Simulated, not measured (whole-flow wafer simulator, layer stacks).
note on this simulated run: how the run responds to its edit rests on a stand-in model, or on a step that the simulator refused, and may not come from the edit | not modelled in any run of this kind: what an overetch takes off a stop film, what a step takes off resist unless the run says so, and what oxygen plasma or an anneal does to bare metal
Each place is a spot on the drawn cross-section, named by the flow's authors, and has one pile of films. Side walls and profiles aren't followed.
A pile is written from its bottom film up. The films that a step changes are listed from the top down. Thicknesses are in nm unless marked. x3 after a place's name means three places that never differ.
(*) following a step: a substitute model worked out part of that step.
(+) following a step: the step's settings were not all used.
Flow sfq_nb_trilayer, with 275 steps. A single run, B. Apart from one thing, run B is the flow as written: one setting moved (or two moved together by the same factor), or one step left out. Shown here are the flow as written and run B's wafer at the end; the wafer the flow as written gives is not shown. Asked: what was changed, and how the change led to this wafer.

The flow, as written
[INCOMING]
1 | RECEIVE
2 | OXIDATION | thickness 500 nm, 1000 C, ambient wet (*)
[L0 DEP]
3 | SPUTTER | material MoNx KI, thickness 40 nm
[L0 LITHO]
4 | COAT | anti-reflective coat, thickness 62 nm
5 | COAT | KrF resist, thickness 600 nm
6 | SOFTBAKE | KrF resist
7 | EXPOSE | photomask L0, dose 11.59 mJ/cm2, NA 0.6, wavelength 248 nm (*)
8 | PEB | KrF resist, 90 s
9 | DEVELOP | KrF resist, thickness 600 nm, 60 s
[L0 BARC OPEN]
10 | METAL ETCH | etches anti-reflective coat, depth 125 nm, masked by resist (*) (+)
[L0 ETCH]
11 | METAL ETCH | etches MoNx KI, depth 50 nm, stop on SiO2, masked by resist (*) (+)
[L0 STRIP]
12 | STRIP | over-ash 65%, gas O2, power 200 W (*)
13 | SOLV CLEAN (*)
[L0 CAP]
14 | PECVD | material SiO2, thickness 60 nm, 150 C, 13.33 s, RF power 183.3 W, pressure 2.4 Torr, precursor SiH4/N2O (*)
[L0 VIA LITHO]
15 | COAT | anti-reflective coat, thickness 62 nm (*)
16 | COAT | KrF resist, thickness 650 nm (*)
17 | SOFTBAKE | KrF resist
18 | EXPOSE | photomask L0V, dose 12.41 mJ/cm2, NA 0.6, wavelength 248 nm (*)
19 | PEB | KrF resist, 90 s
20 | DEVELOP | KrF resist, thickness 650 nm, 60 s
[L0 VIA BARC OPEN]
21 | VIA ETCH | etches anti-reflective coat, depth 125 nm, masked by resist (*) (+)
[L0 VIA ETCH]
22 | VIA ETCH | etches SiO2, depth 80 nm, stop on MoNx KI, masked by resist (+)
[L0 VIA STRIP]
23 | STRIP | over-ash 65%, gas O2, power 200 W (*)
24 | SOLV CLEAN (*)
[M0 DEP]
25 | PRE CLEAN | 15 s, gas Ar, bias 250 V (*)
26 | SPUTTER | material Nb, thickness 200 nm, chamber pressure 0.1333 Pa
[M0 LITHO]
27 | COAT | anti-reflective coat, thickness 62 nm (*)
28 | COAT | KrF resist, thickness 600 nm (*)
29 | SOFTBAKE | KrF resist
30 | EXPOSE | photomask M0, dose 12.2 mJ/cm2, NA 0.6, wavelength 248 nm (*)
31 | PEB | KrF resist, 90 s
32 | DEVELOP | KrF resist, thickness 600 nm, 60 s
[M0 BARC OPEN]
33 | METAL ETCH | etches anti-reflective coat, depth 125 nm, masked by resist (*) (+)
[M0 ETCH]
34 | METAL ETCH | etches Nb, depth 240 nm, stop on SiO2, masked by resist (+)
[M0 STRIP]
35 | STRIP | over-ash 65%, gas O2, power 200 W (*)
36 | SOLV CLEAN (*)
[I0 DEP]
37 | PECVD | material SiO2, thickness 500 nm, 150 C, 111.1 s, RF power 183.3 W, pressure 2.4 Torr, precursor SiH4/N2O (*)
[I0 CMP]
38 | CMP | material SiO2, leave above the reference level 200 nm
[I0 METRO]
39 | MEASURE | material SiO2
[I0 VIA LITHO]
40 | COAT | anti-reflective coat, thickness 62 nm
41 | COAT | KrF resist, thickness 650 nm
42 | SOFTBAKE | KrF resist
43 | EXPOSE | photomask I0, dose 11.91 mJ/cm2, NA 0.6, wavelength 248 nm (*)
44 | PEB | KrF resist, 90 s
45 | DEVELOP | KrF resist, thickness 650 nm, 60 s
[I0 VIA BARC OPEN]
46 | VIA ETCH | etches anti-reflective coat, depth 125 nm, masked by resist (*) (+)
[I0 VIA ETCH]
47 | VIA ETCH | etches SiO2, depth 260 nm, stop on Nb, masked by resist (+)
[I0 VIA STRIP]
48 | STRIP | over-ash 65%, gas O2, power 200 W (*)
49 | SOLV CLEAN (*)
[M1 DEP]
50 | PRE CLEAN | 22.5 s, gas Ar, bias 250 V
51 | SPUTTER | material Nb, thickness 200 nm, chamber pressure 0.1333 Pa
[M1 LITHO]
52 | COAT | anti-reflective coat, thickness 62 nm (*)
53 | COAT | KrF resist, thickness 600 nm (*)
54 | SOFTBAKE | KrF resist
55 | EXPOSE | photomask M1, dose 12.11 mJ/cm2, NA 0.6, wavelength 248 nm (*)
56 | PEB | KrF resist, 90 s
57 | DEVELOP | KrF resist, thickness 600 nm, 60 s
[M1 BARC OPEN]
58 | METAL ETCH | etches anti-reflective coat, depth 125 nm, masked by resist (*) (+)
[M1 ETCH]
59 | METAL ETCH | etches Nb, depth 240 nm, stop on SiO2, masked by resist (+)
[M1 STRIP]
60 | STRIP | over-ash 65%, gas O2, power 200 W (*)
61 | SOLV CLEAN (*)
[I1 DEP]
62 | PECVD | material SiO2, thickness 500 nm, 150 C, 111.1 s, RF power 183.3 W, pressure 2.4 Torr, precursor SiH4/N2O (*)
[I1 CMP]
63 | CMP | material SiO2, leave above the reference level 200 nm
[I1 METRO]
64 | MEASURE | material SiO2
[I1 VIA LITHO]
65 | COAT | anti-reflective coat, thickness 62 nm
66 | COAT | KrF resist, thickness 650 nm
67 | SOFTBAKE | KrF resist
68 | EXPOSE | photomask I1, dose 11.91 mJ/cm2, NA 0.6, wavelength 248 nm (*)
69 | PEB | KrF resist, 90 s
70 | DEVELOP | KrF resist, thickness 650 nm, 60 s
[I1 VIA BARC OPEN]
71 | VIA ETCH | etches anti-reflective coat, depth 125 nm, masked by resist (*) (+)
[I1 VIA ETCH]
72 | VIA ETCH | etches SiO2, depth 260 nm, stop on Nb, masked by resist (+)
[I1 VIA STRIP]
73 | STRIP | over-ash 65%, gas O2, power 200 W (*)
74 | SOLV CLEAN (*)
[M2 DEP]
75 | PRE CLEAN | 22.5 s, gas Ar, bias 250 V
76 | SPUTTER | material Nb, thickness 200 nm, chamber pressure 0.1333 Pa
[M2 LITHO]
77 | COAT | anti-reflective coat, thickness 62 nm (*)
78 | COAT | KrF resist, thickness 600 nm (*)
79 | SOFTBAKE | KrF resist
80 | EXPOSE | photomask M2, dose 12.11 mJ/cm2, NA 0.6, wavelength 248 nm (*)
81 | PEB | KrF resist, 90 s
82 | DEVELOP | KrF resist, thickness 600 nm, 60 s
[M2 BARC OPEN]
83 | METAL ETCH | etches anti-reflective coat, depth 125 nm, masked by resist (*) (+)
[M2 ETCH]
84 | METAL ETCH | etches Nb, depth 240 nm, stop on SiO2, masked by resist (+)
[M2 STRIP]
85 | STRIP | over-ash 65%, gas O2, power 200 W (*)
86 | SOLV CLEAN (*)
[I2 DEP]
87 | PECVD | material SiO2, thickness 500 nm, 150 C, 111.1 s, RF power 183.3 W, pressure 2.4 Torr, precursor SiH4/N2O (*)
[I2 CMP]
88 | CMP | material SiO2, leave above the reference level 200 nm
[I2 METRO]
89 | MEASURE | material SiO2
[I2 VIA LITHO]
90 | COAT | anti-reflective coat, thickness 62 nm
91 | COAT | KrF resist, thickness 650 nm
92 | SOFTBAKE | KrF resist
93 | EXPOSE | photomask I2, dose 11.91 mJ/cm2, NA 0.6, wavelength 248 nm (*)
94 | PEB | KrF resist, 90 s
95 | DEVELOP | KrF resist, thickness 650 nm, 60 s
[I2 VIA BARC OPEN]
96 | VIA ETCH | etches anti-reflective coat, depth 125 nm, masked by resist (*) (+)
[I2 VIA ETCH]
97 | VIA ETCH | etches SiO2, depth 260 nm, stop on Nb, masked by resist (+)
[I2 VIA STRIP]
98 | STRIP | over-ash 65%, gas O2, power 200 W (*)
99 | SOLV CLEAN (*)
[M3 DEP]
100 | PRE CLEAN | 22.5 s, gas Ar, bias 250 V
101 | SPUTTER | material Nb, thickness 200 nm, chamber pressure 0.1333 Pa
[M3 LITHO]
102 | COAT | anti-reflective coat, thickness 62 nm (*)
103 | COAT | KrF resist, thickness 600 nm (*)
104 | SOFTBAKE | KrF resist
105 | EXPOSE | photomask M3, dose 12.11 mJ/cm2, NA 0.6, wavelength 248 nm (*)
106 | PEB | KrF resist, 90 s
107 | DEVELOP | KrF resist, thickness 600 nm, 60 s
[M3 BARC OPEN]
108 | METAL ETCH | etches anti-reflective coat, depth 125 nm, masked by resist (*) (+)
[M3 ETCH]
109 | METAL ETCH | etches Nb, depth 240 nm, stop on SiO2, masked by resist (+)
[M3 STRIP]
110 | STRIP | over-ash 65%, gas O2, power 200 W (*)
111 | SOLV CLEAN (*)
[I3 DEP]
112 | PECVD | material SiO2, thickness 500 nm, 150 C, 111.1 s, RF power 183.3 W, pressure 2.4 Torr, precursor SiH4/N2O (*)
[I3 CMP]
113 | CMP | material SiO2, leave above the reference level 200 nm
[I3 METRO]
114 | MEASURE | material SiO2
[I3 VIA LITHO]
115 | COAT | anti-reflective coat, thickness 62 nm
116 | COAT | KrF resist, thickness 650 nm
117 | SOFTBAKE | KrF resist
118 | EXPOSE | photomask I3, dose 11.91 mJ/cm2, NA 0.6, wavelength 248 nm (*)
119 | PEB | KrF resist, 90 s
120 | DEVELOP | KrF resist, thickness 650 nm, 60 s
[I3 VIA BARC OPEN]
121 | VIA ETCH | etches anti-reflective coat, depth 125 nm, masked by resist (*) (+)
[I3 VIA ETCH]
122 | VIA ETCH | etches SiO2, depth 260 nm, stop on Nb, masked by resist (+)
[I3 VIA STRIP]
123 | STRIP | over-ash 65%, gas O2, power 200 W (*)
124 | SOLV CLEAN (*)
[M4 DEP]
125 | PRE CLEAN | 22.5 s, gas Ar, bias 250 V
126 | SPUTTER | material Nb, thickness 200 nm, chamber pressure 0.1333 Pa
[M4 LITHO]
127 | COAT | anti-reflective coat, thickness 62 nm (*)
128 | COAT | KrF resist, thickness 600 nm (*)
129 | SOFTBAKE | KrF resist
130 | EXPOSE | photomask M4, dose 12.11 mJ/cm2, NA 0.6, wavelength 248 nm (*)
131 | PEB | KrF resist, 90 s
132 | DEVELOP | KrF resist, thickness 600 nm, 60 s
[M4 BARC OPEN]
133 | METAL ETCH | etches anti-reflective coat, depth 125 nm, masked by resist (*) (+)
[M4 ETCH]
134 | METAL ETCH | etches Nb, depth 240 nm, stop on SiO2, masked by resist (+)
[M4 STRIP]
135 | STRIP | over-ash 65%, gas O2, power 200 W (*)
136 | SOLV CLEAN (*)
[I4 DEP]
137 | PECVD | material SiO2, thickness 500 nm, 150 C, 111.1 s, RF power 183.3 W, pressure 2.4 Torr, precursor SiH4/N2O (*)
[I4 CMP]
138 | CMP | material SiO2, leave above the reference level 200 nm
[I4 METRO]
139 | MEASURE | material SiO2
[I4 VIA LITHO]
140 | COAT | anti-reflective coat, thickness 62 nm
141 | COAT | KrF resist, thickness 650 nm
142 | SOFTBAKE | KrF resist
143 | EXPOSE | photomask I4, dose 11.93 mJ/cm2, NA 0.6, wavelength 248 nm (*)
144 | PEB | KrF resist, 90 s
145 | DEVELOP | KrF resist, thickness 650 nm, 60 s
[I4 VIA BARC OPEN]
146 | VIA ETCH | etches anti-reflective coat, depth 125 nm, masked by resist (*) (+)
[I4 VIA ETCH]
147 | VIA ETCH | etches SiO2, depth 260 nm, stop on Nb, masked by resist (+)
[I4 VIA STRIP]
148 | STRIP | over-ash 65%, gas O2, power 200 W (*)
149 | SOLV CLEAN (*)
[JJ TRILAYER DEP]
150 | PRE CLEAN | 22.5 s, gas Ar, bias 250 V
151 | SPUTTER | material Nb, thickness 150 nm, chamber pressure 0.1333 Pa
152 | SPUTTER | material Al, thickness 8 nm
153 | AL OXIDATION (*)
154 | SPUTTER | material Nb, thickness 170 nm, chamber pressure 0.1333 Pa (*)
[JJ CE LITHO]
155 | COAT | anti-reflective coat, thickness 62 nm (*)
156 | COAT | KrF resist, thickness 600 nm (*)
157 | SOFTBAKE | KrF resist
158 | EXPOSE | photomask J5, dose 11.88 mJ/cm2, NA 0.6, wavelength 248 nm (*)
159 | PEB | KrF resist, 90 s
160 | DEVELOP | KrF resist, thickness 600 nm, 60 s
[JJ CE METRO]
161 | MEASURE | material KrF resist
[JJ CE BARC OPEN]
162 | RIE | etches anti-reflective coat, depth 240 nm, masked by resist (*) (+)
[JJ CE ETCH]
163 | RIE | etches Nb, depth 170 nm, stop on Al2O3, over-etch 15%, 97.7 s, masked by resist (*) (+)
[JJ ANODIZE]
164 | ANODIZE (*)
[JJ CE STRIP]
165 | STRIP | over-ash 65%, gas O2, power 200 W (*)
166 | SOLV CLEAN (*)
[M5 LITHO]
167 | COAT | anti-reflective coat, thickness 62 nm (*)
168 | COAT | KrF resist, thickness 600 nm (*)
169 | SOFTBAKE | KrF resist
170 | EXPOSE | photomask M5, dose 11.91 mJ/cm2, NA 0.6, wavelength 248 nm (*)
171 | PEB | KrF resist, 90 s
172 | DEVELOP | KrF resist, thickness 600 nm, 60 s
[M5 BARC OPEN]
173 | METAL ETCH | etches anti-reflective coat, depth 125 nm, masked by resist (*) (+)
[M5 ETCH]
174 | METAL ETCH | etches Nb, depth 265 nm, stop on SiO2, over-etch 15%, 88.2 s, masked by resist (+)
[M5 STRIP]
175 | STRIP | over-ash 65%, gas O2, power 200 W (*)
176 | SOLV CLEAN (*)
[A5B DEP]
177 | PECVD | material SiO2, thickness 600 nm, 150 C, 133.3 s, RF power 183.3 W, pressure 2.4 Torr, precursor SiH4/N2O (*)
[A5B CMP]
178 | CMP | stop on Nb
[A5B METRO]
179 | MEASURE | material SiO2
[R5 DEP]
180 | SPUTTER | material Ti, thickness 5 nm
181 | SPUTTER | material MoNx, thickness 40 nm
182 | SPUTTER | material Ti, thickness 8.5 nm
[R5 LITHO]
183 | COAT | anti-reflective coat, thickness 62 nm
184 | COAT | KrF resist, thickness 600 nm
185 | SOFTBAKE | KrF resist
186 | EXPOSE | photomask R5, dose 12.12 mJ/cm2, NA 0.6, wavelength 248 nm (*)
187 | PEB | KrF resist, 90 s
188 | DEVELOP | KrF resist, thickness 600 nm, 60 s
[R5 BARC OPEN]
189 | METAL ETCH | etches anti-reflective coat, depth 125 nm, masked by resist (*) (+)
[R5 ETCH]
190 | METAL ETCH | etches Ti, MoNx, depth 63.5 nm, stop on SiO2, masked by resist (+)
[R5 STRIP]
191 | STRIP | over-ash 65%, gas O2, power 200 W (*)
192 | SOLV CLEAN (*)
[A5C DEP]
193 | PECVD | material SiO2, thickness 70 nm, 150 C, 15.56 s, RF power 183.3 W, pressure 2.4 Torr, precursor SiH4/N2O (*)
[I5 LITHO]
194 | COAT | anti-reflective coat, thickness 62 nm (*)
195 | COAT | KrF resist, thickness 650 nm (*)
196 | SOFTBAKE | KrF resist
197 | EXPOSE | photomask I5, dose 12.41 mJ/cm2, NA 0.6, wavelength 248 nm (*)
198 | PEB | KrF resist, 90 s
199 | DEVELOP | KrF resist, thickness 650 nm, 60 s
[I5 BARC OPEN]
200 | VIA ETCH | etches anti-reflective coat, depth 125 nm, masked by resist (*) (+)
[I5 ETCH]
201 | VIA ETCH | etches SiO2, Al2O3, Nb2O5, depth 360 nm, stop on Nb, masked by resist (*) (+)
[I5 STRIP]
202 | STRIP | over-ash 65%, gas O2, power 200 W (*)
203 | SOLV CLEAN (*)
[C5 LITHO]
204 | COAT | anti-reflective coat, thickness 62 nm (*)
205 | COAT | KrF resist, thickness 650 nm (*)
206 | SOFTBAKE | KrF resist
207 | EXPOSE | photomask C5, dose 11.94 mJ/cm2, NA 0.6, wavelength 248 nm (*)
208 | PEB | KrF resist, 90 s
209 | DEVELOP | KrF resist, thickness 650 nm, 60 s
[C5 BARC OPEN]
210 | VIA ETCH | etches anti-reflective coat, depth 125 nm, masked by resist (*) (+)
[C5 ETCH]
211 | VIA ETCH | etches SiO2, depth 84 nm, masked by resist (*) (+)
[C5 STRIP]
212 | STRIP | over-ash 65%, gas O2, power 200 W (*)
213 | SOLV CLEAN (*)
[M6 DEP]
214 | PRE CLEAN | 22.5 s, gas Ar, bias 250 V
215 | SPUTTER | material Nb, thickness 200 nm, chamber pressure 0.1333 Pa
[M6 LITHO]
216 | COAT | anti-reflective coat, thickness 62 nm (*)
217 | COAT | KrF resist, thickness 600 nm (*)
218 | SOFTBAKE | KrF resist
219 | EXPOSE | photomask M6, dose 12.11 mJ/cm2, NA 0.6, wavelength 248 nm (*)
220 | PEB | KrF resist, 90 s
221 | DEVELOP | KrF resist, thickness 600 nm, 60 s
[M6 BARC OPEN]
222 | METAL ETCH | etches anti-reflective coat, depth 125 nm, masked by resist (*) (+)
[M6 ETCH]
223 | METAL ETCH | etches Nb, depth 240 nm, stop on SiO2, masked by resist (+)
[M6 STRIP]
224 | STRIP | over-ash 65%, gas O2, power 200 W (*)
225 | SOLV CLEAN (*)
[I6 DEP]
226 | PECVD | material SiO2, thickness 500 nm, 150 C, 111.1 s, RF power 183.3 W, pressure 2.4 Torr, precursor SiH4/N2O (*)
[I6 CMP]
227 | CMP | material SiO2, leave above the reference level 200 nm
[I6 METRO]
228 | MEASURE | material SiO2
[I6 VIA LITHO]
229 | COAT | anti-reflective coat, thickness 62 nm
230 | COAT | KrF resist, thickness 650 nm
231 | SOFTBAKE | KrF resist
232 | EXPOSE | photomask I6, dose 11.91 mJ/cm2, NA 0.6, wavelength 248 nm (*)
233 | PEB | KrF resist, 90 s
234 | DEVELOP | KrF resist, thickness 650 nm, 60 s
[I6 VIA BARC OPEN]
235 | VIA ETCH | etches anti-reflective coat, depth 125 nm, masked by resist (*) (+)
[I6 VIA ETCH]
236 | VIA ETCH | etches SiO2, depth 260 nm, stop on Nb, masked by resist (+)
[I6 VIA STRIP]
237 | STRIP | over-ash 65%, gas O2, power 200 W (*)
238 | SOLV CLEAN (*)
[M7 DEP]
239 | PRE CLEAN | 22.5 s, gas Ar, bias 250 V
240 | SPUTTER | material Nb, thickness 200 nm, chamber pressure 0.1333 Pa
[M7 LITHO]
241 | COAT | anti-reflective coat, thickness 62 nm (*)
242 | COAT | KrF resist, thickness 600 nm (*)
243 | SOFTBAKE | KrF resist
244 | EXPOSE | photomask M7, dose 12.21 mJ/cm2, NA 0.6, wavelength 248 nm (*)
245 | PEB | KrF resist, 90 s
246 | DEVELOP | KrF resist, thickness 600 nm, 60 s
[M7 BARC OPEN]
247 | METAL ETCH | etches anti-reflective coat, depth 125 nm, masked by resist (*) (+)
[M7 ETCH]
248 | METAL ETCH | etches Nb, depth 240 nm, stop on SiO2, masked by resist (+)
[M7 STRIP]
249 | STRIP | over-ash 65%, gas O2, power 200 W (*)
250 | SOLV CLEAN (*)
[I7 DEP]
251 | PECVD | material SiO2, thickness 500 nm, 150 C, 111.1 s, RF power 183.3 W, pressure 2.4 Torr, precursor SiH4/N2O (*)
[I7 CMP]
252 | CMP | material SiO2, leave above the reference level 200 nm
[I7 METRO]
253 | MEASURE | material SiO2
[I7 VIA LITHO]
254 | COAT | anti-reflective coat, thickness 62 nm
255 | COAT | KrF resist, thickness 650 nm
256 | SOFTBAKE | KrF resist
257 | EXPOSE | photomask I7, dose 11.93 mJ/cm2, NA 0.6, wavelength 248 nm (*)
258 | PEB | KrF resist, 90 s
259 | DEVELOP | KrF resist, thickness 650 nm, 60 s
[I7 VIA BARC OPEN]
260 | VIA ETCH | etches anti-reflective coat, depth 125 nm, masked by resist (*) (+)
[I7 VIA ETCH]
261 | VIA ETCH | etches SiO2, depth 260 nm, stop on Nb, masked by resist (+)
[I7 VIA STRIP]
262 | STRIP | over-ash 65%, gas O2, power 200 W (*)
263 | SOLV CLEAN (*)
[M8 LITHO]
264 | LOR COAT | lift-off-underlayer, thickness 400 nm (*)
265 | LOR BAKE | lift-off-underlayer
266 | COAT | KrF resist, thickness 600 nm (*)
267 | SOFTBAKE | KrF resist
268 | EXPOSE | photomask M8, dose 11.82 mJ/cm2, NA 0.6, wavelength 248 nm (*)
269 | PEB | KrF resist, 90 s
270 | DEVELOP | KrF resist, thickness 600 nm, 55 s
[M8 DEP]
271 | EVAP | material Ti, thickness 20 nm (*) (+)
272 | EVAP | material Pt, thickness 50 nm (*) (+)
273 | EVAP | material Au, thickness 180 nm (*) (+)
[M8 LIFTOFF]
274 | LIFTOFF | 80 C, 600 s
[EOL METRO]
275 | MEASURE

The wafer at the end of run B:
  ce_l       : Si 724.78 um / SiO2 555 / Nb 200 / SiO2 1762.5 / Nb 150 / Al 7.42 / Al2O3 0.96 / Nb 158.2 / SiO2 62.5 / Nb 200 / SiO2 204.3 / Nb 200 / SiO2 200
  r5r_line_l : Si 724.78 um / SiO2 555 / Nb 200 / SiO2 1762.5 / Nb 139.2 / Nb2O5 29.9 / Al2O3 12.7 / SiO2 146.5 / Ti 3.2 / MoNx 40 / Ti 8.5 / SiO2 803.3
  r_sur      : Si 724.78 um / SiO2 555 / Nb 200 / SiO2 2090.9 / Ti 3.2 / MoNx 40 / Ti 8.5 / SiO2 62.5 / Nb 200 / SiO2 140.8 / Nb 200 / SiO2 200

The reason: step 180, SPUTTER: thickness 3.2 nm was run, whereas the flow has thickness 5 nm.
The wafer itself shows it: r5r_line_l has Ti 3.2, and step 180 as written asks for 5 nm.

How this came from the change, step by step:
  180 | SPUTTER | material Ti, thickness 5 nm
      field_l, v_sur, via_wl and 103 more: +3.2 Ti (new film) (as written it would have been: +5 Ti (new film))
  190 | METAL ETCH | etches Ti, MoNx, depth 63.5 nm, stop on SiO2, masked by resist (+)
      field_l, v_sur, via_wl and 92 more: -8.5 Ti (all of it), -40 MoNx (all of it), -3.2 Ti (all of it) (as written it would have been: -8.5 Ti (all of it), -40 MoNx (all of it), -5 Ti (all of it))
      ce_l, c5j, ce_r, wl_jj: -8.5 Ti (all of it), -40 MoNx (all of it), -3.2 Ti (all of it), -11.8 Nb (as written it would have been: -8.5 Ti (all of it), -40 MoNx (all of it), -5 Ti (all of it), -10 Nb)
